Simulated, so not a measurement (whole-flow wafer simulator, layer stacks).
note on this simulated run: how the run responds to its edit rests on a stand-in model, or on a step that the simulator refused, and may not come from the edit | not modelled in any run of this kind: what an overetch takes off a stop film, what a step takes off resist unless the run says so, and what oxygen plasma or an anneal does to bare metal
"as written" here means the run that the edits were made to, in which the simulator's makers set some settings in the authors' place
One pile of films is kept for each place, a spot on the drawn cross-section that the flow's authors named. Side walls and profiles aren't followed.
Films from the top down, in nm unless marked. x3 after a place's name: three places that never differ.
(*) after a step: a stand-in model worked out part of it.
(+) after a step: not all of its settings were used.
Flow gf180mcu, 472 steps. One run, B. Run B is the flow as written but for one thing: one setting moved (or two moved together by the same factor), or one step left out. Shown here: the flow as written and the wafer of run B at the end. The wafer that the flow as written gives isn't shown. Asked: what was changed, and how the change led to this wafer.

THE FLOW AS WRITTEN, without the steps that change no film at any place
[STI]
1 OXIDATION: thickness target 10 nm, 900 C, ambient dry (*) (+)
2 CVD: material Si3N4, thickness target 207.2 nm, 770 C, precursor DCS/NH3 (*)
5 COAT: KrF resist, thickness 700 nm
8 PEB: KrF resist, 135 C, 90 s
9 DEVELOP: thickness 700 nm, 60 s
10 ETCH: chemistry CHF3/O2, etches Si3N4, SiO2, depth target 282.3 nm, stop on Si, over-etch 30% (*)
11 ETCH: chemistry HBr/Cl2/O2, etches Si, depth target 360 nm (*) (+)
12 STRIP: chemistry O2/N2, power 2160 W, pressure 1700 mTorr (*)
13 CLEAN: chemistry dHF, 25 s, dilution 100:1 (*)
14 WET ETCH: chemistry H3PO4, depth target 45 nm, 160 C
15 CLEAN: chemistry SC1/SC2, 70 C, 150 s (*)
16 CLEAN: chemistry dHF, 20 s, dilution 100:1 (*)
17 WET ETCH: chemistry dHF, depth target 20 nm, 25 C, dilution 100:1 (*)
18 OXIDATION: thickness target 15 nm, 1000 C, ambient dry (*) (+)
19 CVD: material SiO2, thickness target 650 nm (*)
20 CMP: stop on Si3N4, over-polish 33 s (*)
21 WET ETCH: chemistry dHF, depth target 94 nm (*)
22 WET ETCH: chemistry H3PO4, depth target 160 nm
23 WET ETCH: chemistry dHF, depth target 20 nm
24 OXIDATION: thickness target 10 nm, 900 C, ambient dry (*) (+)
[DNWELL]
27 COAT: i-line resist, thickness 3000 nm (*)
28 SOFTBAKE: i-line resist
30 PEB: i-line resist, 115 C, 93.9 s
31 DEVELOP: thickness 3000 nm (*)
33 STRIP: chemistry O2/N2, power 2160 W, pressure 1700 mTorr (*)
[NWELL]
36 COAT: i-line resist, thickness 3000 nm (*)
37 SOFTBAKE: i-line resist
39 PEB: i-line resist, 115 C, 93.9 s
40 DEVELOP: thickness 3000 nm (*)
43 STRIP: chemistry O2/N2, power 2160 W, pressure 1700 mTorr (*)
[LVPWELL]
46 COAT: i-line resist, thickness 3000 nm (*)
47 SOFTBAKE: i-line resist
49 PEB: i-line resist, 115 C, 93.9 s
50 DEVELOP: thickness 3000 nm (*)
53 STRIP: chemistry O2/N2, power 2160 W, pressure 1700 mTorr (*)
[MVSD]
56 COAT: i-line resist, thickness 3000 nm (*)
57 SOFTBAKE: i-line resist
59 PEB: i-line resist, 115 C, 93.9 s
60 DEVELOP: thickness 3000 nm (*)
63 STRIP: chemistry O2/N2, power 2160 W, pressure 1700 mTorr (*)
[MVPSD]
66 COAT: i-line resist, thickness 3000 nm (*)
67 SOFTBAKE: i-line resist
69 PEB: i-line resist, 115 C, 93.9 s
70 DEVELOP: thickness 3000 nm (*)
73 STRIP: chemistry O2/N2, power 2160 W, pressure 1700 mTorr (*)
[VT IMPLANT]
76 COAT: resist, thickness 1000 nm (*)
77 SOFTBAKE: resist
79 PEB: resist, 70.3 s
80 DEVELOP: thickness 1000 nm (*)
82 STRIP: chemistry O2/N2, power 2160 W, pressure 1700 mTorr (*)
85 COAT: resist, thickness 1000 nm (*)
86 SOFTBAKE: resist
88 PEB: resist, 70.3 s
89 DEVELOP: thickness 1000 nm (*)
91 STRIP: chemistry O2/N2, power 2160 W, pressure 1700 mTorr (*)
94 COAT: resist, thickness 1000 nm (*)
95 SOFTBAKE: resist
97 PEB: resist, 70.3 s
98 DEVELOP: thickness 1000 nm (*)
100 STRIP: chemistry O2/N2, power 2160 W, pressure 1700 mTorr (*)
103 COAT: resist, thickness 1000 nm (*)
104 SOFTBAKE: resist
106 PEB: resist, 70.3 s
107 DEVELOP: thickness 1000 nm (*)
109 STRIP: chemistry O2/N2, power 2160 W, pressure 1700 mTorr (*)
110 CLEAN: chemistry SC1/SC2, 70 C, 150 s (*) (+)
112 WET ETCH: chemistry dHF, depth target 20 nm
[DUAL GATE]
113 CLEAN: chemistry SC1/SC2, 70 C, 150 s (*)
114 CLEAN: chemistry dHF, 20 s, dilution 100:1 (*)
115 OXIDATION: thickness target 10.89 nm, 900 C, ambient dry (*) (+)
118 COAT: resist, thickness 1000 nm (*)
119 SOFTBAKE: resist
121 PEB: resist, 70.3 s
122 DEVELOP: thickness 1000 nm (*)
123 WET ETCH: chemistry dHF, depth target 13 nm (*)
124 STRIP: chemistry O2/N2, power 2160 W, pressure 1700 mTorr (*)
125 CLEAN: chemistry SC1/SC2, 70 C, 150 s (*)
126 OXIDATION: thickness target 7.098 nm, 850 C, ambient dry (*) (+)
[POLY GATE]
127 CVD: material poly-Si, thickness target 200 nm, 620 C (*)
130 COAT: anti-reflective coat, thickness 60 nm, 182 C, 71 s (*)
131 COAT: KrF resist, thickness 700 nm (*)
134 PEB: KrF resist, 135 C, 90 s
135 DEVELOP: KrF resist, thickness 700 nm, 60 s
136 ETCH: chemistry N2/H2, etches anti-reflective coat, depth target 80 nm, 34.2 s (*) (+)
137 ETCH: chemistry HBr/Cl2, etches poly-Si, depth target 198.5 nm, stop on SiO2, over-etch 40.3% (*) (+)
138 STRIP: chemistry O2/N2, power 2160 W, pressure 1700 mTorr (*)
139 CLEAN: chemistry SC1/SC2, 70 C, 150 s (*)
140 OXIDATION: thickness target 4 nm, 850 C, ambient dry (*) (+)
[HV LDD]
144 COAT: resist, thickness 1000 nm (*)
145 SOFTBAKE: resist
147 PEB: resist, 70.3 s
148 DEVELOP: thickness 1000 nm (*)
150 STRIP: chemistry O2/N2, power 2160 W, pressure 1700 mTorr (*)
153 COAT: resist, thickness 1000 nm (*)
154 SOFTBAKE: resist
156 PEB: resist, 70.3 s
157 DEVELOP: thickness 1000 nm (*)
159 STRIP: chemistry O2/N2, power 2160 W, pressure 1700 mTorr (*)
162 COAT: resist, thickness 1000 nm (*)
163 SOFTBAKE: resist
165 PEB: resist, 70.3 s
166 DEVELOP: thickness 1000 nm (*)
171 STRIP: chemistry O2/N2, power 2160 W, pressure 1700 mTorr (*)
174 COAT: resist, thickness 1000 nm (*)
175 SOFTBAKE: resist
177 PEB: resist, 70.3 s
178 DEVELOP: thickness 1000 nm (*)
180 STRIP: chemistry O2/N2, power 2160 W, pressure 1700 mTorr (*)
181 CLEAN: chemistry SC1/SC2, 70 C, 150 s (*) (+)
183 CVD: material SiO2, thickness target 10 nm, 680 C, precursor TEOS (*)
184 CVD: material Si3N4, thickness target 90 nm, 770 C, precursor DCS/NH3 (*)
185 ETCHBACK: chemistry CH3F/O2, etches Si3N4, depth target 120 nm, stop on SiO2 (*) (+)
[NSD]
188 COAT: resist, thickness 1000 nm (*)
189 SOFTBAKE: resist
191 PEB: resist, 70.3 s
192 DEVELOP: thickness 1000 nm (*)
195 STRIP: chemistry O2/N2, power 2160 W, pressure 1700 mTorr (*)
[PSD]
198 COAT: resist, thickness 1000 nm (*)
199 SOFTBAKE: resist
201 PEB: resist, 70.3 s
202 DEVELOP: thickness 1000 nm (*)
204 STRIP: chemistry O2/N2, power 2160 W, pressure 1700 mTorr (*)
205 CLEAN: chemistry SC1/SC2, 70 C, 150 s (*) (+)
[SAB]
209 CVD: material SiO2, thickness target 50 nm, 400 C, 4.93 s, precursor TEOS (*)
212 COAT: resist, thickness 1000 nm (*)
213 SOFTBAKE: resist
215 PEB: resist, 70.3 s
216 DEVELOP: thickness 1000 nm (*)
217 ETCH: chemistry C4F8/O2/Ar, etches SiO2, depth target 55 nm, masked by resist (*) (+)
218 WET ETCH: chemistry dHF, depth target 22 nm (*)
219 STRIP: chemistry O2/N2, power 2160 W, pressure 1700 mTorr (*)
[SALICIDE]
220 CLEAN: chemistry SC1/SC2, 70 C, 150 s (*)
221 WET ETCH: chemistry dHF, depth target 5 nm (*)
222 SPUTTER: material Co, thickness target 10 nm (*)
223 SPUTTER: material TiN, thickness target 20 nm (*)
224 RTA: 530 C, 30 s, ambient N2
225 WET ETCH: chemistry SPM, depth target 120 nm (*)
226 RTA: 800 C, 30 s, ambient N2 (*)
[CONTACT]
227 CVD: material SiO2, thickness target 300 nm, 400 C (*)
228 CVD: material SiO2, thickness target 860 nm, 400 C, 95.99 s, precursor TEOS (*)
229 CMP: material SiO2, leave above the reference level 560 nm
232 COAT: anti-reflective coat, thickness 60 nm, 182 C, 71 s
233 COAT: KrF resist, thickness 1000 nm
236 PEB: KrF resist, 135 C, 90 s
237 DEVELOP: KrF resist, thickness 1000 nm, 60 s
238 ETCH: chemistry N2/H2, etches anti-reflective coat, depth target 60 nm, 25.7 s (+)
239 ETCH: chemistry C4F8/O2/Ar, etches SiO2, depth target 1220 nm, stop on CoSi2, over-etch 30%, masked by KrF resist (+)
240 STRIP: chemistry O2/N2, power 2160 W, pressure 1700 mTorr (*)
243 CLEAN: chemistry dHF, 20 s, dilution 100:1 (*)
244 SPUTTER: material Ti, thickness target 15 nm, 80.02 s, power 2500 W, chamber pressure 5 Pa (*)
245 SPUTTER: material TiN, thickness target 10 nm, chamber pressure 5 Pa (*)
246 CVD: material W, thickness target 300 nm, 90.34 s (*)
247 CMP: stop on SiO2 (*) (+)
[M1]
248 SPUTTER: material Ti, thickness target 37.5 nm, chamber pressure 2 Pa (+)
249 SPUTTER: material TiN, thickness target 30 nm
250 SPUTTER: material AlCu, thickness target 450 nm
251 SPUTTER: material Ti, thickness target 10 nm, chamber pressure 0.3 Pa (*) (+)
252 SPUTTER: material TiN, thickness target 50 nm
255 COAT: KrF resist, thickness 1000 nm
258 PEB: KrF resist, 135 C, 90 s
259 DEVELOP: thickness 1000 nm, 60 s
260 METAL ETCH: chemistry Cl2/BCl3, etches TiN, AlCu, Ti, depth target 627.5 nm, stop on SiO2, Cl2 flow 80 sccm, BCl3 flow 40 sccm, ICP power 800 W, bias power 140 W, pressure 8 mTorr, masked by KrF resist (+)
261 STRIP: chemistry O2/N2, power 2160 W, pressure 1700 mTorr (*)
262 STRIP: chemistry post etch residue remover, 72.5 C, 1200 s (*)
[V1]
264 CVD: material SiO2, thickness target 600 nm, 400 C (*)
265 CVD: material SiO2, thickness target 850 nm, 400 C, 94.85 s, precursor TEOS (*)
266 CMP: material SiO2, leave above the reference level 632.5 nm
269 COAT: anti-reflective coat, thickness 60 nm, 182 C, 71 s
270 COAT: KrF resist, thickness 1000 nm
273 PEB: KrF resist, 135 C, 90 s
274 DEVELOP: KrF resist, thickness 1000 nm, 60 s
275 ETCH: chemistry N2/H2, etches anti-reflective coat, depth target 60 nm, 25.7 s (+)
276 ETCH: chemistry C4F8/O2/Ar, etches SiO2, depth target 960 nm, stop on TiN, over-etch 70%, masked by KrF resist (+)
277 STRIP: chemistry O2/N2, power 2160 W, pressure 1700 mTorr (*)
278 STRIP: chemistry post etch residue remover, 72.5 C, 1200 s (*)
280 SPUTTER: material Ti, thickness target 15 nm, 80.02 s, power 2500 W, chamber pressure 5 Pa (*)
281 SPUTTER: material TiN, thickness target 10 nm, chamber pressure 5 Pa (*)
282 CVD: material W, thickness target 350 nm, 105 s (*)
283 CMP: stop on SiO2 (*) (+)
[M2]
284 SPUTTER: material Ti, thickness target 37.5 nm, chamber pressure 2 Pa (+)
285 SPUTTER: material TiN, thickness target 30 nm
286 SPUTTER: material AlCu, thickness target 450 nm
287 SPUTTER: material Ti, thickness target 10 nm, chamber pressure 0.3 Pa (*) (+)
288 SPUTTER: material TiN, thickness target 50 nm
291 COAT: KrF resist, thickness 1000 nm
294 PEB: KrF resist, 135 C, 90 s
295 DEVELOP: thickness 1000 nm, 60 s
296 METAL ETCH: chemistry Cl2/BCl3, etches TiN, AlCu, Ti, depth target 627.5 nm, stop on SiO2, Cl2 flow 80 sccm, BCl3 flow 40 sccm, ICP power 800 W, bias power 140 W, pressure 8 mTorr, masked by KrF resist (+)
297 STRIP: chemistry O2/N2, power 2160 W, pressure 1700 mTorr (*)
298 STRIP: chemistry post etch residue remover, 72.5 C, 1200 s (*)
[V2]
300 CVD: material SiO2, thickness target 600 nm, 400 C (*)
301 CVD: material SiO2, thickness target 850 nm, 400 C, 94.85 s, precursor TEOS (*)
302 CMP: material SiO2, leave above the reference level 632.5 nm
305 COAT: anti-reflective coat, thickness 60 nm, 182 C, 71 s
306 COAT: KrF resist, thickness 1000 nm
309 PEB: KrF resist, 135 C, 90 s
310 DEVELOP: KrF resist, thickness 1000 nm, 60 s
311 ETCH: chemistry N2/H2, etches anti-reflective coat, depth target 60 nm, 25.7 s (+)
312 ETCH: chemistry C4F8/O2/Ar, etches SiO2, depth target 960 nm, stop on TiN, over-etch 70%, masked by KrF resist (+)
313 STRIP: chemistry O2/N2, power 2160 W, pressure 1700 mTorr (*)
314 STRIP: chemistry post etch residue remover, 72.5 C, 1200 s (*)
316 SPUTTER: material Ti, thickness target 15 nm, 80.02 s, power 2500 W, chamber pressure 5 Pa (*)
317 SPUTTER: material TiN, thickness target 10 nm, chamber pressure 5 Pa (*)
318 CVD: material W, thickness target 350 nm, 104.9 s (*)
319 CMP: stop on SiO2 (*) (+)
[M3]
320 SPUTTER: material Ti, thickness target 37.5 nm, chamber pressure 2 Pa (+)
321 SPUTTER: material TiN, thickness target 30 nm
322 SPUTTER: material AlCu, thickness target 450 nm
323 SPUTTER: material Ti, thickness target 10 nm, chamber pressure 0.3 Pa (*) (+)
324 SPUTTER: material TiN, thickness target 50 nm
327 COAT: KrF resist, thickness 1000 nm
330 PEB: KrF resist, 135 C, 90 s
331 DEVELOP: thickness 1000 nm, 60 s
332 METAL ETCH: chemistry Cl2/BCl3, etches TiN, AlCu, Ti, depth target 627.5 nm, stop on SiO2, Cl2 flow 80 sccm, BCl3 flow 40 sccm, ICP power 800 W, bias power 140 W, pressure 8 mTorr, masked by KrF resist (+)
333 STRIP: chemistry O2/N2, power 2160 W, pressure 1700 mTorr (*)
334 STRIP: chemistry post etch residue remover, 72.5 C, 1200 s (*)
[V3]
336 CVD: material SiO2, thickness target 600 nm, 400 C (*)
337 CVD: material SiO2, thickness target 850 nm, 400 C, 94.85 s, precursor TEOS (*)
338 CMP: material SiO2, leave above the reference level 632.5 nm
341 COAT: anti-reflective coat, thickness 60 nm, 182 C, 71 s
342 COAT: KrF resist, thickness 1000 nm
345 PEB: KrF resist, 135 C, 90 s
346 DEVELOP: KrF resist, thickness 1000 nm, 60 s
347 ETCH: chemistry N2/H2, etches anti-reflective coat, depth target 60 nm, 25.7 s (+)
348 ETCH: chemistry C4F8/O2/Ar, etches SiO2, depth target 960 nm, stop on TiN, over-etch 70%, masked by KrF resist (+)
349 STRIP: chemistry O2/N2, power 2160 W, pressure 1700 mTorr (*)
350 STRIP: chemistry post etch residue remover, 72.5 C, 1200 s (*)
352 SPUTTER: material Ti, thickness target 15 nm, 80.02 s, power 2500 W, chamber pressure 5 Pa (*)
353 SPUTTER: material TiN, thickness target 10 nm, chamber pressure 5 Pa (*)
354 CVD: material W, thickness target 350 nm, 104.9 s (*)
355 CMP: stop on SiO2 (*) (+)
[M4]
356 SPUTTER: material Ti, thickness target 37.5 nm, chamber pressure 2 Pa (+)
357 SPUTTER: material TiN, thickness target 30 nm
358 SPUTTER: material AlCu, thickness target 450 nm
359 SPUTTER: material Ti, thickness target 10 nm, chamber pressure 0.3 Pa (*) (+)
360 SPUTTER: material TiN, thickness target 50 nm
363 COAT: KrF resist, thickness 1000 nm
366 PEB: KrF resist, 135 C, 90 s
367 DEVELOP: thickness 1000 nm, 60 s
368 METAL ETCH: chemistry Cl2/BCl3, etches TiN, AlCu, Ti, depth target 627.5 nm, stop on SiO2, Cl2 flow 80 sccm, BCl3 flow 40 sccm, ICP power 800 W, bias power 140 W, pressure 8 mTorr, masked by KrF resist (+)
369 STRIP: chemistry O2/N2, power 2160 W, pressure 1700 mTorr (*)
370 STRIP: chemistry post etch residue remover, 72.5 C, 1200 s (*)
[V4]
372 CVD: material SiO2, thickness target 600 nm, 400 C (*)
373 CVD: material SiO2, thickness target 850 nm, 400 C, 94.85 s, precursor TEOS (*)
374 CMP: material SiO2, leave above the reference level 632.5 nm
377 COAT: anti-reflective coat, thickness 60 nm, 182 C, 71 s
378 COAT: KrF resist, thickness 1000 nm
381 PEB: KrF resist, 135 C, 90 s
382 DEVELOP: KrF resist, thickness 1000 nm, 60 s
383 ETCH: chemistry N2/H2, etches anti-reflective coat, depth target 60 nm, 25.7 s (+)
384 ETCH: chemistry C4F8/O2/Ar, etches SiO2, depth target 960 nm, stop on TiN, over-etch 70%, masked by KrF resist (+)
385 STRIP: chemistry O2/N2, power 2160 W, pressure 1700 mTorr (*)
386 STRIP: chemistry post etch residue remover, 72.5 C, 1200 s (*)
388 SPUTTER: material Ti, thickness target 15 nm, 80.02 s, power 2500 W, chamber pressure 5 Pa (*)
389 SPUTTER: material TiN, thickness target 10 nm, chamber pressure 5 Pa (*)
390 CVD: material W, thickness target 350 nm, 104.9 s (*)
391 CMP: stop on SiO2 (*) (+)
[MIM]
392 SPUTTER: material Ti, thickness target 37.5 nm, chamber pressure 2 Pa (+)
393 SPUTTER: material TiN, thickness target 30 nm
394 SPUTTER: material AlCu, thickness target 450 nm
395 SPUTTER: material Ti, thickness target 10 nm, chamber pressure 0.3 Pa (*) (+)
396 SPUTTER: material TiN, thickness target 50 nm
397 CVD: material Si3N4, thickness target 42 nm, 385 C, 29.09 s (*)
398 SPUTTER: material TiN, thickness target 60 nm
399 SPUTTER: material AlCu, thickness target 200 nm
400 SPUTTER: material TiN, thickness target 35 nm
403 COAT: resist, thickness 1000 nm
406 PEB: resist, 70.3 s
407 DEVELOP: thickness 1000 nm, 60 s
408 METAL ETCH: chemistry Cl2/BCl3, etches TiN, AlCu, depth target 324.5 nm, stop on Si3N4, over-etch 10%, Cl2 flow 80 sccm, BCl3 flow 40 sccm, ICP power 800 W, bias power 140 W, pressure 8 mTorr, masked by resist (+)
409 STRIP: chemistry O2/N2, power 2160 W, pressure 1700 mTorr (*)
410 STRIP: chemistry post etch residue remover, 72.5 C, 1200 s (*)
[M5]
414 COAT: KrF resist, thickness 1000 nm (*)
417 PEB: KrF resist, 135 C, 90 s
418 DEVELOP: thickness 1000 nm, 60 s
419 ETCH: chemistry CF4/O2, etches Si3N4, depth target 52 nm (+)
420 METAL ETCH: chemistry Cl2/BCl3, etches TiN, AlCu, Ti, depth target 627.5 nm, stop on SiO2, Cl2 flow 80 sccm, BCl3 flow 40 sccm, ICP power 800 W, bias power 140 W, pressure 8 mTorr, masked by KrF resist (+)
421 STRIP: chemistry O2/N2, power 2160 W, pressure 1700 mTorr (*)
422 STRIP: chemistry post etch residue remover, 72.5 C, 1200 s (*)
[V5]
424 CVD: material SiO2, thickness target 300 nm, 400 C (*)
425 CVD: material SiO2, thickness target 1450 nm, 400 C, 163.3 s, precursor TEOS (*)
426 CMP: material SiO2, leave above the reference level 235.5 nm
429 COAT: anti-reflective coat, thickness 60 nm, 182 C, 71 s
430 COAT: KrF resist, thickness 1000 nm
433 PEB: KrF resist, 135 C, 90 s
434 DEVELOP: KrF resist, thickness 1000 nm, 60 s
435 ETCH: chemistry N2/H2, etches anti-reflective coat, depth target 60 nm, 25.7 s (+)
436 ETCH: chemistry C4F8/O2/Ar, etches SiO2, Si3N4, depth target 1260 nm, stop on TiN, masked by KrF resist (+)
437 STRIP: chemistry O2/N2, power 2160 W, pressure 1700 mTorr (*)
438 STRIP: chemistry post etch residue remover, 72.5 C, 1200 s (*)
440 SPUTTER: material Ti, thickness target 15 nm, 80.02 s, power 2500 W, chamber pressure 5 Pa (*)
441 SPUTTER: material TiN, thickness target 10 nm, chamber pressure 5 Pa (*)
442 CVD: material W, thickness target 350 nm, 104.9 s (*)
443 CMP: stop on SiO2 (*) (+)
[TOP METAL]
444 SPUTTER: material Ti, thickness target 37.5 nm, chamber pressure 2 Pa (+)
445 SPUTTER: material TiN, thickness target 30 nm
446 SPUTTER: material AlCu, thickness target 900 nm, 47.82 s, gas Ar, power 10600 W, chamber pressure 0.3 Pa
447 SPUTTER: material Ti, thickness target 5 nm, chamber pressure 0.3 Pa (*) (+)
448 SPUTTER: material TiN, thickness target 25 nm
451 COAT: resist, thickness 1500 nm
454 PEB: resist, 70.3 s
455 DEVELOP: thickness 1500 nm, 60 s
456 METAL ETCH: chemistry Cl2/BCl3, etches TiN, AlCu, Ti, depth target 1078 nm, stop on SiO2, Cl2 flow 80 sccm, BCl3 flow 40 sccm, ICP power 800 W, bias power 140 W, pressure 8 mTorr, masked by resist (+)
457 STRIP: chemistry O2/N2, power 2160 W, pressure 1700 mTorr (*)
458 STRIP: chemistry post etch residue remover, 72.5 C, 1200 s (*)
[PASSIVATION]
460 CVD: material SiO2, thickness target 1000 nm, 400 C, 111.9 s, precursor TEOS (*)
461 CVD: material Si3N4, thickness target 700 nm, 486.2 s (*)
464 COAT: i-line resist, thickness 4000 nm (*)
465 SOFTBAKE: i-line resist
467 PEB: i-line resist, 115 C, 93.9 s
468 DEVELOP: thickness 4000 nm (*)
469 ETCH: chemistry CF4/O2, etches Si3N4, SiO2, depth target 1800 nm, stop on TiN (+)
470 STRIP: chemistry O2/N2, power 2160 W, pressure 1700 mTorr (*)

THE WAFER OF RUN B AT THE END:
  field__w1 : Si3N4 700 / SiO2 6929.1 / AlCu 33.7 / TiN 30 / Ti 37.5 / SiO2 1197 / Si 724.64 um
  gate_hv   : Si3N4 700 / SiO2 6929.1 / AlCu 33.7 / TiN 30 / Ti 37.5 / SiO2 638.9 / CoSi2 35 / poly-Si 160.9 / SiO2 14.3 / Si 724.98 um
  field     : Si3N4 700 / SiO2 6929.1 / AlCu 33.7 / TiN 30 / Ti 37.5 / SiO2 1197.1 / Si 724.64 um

The cause: step 260, METAL ETCH: depth target 470.6 nm was run, where the flow has depth target 627.5 nm.

How the change led to this, step by step:
  260 METAL ETCH: chemistry Cl2/BCl3, etches TiN, AlCu, Ti, depth target 627.5 nm, stop on SiO2, Cl2 flow 80 sccm, BCl3 flow 40 sccm, ICP power 800 W, bias power 140 W, pressure 8 mTorr, masked by KrF resist (+)
      field, field__w1, field__w2 and 99 more: TiN -50 (all of it), Ti -10 (all of it), AlCu -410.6 (as written it would be: TiN -50 (all of it), Ti -10 (all of it), AlCu -450 (all of it), TiN -30 (all of it), Ti -37.5 (all of it))
      field__w8, contact, m1 and 6 more: KrF resist -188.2 (as written it would be: KrF resist -251)
  261 STRIP: chemistry O2/N2, power 2160 W, pressure 1700 mTorr (*)
      field__w8, contact, m1 and 6 more: KrF resist -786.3 (all of it) (as written it would be: KrF resist -723.5 (all of it))
  262 STRIP: chemistry post etch residue remover, 72.5 C, 1200 s (*)
      field, field__w1, field__w2 and 99 more: AlCu -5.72 (as written it would be: nothing)
  264 CVD: material SiO2, thickness target 600 nm, 400 C (*)
      field, field__w1, field__w2 and 99 more: SiO2 +600 (new film) (as written it would be: SiO2 +600)
  266 CMP: material SiO2, leave above the reference level 632.5 nm
      field, field__w1, field__w2 and 99 more: SiO2 -401.2 (as written it would be: SiO2 -300)
Counting metal films that touch as one body, field__w1 has 1 body; the flow as written gives 0 bodies.
Counting metal films that touch as one body, gate_hv has 2 bodies (between them, from the top down: SiO2 638.9); the flow as written gives 1 body.
Counting metal films that touch as one body, field has 1 body; the flow as written gives 0 bodies.
